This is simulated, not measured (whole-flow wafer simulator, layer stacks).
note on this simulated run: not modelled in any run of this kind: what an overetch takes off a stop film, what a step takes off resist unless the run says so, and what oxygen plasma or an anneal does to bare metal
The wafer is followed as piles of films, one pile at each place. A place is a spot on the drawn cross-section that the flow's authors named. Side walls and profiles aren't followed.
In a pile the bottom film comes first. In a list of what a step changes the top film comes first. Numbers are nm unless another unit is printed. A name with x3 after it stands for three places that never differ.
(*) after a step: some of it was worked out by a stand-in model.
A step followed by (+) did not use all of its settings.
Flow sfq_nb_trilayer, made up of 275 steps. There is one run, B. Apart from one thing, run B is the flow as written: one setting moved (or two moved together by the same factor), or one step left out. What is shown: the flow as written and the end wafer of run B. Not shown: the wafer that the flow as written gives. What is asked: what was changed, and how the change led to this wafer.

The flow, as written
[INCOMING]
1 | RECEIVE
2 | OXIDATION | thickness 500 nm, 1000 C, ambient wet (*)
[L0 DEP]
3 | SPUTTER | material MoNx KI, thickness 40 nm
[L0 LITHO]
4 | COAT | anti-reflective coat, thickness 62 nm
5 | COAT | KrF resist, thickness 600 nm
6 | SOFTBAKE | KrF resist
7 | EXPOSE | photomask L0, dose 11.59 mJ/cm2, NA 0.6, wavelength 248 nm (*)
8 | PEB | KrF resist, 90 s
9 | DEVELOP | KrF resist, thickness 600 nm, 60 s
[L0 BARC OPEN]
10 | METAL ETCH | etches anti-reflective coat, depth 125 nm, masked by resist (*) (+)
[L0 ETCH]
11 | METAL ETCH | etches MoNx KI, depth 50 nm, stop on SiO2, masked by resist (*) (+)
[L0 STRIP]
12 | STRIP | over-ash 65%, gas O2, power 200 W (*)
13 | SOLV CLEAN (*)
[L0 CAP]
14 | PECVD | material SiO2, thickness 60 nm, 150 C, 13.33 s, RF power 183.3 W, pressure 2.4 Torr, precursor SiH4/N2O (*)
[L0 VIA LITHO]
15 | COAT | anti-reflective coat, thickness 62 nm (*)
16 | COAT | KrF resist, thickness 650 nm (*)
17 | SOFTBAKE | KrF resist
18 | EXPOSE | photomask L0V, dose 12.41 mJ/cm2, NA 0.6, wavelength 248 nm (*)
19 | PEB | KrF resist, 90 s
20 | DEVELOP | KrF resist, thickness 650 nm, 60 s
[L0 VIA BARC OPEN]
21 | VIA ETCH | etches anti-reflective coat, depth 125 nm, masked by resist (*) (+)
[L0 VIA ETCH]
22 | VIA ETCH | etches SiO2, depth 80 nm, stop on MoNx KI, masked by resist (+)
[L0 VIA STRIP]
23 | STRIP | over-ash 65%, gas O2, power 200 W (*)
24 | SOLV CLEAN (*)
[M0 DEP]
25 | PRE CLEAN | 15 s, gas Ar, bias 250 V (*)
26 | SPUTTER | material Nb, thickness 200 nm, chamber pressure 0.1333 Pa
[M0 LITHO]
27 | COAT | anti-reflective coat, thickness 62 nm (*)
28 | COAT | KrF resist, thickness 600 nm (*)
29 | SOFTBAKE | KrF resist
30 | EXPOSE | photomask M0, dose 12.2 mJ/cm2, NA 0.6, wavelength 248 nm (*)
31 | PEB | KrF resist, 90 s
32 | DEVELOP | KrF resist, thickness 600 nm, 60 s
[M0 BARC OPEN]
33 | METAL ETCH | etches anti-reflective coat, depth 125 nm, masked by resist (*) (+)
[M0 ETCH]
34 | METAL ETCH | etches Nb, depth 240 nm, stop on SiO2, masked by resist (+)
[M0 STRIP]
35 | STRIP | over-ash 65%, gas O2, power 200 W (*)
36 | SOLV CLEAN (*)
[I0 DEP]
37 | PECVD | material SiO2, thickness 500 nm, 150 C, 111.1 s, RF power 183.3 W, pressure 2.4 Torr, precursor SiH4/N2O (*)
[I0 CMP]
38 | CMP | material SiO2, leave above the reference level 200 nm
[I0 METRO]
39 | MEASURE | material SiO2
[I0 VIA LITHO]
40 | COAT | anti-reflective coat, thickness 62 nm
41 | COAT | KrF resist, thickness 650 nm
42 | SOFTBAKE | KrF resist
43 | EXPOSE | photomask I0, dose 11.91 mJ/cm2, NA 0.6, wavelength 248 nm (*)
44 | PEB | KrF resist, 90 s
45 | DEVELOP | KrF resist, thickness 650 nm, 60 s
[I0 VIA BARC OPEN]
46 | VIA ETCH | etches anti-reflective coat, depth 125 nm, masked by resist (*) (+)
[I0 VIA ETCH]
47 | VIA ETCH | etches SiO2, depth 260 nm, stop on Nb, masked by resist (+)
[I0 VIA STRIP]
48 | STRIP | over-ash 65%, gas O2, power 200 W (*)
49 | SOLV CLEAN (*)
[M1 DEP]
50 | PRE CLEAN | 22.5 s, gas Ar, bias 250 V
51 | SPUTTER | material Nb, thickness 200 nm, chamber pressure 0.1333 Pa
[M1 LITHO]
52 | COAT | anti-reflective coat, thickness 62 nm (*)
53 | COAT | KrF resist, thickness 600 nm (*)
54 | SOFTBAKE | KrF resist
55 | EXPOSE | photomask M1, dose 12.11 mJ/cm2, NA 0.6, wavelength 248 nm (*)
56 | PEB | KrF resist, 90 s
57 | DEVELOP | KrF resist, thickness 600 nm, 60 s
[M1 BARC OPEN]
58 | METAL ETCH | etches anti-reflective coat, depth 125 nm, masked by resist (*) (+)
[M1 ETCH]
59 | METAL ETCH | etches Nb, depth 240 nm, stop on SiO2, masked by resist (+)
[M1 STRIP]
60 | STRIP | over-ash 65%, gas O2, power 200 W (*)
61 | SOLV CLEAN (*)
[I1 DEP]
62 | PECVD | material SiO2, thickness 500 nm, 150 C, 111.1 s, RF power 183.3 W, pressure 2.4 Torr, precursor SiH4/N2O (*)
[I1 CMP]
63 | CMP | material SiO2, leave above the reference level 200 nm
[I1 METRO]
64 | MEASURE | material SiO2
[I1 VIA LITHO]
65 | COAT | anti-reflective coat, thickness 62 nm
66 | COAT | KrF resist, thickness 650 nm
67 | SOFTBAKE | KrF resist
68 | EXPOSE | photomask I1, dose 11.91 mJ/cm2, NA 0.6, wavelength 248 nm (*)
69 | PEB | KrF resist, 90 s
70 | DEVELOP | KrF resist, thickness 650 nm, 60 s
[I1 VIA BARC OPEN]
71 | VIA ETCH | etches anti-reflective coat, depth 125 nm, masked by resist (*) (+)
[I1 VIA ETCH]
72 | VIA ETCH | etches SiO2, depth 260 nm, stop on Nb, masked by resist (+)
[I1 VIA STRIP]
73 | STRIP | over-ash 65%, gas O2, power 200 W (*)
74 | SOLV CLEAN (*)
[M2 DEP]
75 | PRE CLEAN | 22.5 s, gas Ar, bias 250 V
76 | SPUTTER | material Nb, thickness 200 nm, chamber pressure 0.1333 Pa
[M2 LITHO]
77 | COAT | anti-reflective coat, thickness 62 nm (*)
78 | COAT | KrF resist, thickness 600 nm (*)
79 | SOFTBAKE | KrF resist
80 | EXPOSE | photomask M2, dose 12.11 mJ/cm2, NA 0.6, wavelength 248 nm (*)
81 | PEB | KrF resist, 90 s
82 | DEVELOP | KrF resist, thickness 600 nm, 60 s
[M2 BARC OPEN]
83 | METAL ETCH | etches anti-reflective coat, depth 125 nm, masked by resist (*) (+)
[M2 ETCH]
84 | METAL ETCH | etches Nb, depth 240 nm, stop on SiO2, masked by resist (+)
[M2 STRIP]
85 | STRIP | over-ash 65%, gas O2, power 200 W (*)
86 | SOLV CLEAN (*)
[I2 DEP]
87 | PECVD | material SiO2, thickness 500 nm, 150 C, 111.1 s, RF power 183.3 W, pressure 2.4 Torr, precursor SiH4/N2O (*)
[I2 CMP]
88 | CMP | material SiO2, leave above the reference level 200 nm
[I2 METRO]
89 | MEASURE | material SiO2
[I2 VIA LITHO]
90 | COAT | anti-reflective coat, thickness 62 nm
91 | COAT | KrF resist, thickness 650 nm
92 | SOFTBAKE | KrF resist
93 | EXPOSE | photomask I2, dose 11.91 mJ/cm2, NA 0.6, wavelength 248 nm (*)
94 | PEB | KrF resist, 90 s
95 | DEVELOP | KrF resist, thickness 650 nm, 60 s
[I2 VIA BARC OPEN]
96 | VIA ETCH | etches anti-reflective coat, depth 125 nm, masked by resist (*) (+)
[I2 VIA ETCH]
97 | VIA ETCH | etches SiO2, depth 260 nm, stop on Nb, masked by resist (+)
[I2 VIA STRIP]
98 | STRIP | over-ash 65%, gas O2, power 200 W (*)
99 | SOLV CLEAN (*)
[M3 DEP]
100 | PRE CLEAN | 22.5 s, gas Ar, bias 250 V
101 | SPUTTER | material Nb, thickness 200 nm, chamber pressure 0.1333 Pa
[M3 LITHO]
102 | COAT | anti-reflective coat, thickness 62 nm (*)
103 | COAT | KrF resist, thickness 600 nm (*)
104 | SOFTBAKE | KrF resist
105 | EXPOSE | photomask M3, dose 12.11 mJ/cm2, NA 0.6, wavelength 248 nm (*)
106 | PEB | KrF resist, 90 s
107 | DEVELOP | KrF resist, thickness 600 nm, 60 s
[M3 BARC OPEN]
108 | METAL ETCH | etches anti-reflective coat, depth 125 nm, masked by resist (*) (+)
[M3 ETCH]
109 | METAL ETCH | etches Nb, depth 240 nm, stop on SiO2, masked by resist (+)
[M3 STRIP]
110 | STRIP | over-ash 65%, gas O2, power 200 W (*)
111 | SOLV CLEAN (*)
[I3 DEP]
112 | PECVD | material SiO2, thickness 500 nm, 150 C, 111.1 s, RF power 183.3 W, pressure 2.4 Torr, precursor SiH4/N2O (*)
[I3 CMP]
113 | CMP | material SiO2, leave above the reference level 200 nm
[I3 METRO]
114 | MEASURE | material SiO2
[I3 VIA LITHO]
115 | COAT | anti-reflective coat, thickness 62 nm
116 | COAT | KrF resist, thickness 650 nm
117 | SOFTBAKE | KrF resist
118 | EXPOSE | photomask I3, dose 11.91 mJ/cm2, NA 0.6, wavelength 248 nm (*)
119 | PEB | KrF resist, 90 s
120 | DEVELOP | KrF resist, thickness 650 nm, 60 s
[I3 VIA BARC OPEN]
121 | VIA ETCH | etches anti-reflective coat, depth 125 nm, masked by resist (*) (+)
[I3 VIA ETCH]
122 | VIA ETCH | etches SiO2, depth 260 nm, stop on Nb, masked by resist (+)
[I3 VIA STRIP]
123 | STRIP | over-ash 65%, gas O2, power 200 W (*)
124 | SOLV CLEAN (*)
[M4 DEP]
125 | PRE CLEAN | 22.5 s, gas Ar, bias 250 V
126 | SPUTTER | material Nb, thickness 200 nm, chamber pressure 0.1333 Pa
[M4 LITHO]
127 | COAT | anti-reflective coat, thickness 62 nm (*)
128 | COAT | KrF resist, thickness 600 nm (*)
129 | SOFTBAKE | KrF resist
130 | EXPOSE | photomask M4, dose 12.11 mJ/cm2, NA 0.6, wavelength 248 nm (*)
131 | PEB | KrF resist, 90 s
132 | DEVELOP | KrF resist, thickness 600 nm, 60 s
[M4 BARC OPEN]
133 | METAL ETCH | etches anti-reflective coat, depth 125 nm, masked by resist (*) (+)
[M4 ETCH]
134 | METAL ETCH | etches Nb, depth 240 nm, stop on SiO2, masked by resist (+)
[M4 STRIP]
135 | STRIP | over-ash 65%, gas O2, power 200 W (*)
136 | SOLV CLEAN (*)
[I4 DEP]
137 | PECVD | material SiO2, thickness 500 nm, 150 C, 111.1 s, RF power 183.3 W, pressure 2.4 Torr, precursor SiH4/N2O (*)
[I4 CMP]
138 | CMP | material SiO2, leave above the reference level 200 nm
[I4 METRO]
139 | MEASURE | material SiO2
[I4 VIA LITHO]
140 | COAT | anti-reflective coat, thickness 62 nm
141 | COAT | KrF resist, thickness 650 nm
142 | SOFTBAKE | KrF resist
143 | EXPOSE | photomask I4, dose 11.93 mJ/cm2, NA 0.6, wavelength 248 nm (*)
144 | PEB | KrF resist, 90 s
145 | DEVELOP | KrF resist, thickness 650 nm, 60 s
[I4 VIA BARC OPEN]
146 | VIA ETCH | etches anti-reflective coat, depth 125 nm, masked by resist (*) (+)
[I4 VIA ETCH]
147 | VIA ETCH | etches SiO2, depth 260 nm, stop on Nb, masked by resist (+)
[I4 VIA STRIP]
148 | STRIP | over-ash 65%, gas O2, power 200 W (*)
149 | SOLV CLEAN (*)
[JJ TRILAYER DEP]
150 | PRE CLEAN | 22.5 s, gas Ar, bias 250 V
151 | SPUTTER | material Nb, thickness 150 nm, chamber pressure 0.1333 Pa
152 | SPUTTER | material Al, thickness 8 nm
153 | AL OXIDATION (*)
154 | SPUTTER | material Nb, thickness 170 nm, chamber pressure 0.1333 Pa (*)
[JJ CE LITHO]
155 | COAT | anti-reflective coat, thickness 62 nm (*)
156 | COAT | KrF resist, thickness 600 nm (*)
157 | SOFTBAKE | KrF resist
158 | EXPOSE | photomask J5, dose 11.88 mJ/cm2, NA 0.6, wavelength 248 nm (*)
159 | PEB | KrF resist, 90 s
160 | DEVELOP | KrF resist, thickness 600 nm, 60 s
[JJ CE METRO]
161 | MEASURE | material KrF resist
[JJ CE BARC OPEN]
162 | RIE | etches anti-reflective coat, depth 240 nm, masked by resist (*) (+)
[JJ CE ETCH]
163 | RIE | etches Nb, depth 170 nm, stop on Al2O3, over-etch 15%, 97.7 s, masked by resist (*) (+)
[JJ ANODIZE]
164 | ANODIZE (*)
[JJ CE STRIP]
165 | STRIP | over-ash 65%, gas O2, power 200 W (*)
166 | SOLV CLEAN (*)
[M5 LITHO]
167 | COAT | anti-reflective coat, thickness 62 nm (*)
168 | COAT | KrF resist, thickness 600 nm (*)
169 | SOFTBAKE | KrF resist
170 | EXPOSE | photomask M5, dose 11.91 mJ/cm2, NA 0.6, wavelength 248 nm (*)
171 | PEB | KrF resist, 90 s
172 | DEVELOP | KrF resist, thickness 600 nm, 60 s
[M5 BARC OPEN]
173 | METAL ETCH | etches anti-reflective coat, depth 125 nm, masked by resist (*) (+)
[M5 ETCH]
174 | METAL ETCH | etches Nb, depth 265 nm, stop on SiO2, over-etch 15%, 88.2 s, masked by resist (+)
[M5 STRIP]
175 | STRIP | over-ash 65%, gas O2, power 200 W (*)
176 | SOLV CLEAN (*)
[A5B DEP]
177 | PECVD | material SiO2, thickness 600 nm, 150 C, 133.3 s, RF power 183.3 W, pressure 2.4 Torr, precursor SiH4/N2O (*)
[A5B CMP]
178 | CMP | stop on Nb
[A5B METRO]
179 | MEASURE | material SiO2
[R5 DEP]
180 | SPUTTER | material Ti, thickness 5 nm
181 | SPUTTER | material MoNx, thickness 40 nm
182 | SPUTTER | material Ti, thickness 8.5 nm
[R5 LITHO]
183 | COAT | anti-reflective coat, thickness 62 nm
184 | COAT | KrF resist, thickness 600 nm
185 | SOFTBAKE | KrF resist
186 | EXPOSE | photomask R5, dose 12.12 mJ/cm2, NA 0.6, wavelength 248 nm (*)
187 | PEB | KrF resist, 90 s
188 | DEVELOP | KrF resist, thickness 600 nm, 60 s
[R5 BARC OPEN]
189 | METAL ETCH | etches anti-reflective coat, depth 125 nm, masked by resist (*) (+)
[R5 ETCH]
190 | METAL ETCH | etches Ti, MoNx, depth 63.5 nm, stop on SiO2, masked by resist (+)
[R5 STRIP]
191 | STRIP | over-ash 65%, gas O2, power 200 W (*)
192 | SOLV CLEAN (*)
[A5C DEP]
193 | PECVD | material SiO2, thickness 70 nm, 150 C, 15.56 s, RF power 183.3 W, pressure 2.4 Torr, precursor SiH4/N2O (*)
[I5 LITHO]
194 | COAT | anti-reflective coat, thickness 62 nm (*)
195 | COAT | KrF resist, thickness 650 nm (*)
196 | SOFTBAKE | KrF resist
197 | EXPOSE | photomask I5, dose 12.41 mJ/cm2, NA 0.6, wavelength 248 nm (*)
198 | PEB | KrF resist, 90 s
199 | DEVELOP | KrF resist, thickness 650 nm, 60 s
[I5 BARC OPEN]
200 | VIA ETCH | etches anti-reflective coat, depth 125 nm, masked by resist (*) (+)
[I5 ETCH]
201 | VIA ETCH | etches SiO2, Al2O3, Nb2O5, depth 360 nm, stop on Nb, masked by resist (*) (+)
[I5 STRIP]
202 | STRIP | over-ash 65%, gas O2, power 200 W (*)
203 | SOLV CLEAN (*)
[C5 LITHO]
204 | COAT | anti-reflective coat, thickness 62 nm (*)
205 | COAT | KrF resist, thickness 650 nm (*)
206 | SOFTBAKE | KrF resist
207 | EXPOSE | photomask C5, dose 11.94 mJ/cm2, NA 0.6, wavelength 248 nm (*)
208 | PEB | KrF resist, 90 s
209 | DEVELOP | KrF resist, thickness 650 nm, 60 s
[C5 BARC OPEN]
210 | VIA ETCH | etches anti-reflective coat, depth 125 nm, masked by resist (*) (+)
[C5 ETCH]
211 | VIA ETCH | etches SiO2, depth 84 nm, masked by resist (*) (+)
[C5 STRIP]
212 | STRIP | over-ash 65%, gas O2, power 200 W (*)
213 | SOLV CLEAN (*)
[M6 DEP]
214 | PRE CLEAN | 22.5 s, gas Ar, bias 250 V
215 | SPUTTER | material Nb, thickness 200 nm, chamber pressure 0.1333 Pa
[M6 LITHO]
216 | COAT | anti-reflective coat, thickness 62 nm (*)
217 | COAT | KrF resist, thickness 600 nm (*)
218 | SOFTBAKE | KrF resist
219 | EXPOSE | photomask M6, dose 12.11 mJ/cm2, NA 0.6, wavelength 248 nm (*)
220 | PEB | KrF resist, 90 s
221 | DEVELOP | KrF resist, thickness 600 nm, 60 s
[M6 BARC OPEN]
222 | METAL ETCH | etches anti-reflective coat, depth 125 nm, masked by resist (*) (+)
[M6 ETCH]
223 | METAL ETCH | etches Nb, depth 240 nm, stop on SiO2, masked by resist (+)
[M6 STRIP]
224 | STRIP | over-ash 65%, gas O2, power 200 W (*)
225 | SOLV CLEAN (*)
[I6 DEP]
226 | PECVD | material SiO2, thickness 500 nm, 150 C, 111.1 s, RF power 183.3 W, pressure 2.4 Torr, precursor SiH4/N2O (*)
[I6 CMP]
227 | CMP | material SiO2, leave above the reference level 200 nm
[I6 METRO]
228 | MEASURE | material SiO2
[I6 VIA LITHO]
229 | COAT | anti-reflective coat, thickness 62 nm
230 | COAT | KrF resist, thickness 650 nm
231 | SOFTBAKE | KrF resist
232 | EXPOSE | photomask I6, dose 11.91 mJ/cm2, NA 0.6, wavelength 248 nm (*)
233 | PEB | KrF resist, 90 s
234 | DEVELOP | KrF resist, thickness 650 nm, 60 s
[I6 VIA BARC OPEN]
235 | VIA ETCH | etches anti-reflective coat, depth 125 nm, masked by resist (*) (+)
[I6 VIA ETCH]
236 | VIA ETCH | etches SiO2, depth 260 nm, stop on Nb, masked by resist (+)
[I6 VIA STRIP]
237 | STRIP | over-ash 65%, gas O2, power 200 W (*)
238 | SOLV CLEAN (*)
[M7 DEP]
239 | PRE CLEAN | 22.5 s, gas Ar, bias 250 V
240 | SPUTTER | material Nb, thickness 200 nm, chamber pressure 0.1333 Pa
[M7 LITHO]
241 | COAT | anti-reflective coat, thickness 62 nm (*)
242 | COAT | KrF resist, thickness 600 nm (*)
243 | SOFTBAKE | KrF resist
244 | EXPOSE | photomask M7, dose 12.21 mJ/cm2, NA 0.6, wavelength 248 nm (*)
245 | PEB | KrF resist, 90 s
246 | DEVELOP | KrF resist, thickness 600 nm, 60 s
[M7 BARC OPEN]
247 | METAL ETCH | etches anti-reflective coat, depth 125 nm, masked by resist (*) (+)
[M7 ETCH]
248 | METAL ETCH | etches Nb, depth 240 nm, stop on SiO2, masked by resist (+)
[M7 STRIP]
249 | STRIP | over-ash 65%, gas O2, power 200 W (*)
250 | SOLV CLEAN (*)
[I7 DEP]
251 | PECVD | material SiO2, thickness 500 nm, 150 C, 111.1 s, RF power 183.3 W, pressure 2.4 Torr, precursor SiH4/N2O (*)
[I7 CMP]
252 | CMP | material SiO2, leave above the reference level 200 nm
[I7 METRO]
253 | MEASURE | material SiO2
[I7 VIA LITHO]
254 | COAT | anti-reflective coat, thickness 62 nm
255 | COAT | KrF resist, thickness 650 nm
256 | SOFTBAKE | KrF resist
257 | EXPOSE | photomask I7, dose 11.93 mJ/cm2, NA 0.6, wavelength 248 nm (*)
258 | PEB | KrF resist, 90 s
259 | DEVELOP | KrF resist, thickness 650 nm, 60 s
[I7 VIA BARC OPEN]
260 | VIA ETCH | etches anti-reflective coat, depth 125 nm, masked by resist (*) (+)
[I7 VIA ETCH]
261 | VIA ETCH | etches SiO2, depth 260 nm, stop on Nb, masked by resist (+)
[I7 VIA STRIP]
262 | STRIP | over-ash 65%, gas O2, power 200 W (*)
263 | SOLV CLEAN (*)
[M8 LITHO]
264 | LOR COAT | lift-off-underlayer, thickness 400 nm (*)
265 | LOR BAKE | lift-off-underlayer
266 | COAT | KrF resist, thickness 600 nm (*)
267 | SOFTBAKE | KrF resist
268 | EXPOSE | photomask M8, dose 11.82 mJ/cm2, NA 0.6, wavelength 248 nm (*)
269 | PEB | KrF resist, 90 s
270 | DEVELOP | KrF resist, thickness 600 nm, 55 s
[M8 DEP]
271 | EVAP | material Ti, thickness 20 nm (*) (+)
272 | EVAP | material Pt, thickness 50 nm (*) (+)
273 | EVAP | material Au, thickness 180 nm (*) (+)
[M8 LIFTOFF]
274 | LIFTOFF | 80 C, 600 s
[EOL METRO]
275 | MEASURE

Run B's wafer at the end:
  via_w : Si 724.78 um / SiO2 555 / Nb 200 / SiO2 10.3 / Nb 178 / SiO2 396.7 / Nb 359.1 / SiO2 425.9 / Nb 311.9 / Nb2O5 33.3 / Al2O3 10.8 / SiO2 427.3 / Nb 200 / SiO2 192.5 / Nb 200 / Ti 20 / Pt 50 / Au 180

The reason: step 47, VIA ETCH: depth 182 nm was run, while the flow as written has depth 260 nm.

The path from the change to this, step by step:
  47 | VIA ETCH | etches SiO2, depth 260 nm, stop on Nb, masked by resist (+)
      via_w: -182 SiO2 (as written it would have been: -199.8 SiO2 (all of it))
      field_l, v_sur, via_wl and 102 more: -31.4 KrF resist (as written it would have been: -44.8 KrF resist)
  48 | STRIP | over-ash 65%, gas O2, power 200 W (*)
      field_l, v_sur, via_wl and 102 more: -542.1 KrF resist (all of it), -62 anti-reflective coat (all of it) (as written it would have been: -528.6 KrF resist (all of it), -62 anti-reflective coat (all of it))
  50 | PRE CLEAN | 22.5 s, gas Ar, bias 250 V
      via_w: -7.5 SiO2 (as written it would have been: -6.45 Nb)
  51 | SPUTTER | material Nb, thickness 200 nm, chamber pressure 0.1333 Pa
      via_w: +178 Nb (new film) (as written it would have been: +174.5 Nb)
  52 | COAT | anti-reflective coat, thickness 62 nm (*)
      via_w: +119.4 anti-reflective coat (new film) (as written it would have been: +123.1 anti-reflective coat (new film))
  60 | STRIP | over-ash 65%, gas O2, power 200 W (*)
      via_w: -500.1 KrF resist (all of it), -119.4 anti-reflective coat (all of it) (as written it would have been: -513.8 KrF resist (all of it), -123.1 anti-reflective coat (all of it))
  62 | PECVD | material SiO2, thickness 500 nm, 150 C, 111.1 s, RF power 183.3 W, pressure 2.4 Torr, precursor SiH4/N2O (*)
      via_w: +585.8 SiO2 (new film) (as written it would have been: +606 SiO2 (new film))
Taking metal films that touch as one body, via_w has 6 bodies (between them, from the top down: SiO2 192.5; SiO2 427.3 / Al2O3 10.8 / Nb2O5 33.3; SiO2 425.9; SiO2 396.7; SiO2 10.3); the flow as written gives 5 bodies (between them, from the top down: SiO2 192.5; SiO2 427.3 / Al2O3 10.8 / Nb2O5 33.3; SiO2 425.9; SiO2 416.9).
